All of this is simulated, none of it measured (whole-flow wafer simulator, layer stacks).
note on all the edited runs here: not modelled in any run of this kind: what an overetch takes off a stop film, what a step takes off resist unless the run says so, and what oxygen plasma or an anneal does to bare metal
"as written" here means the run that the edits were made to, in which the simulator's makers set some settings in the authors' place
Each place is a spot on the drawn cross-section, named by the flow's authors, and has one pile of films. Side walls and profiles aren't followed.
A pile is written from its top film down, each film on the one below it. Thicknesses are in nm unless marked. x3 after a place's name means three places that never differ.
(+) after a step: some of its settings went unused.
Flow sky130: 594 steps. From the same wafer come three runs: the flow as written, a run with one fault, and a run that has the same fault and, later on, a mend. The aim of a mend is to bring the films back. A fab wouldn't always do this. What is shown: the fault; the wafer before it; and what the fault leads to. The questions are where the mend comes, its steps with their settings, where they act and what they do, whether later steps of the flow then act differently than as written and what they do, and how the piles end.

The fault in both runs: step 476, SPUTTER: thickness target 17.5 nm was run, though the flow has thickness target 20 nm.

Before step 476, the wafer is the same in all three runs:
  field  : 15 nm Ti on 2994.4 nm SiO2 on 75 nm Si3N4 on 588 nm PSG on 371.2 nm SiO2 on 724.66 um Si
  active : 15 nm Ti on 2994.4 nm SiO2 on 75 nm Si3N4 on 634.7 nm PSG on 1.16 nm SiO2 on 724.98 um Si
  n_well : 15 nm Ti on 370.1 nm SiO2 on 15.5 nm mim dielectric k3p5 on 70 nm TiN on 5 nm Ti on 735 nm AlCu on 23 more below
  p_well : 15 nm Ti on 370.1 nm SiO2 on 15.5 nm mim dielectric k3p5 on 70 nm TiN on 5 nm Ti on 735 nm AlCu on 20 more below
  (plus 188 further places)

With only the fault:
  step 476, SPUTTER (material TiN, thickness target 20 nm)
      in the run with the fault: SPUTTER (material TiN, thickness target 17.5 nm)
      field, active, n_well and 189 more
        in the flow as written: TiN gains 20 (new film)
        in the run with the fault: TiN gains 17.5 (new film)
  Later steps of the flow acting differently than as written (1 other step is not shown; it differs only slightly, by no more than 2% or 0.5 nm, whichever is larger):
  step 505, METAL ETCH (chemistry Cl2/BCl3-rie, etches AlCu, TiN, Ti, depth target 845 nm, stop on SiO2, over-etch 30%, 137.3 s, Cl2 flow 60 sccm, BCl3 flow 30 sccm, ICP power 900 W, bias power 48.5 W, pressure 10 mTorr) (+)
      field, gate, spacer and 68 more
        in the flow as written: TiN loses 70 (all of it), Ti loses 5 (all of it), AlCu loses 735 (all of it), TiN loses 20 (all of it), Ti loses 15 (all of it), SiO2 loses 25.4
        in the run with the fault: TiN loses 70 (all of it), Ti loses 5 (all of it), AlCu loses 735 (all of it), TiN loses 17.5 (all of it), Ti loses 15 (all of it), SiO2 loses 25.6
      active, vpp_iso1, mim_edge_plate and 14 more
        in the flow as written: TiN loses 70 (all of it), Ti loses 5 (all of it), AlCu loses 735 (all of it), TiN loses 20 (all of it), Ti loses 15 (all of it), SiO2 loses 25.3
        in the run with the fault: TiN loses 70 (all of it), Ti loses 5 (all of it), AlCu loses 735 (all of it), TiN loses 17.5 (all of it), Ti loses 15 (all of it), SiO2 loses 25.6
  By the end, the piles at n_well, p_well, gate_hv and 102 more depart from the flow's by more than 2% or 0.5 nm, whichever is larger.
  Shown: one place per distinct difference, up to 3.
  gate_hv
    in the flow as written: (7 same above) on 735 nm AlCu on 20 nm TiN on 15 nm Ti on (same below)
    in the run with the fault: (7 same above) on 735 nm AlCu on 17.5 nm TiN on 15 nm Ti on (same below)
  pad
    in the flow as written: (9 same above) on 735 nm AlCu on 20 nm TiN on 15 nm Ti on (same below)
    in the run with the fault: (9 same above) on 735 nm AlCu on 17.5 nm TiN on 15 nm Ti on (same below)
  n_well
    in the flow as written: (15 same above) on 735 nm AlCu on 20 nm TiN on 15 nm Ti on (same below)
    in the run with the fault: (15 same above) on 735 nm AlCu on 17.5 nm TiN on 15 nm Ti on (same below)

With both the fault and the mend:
  The mend follows step 476.
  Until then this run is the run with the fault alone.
  step 476a, SPUTTER (material TiN, thickness target 2.5 nm) (the flow's step 476 again, with other settings)
      field, active, n_well and 189 more
        TiN gains 2.5
  Later steps of the flow that are run all act as written at every place that is followed.
  At every place that both follow, the piles at the end match the flow's.
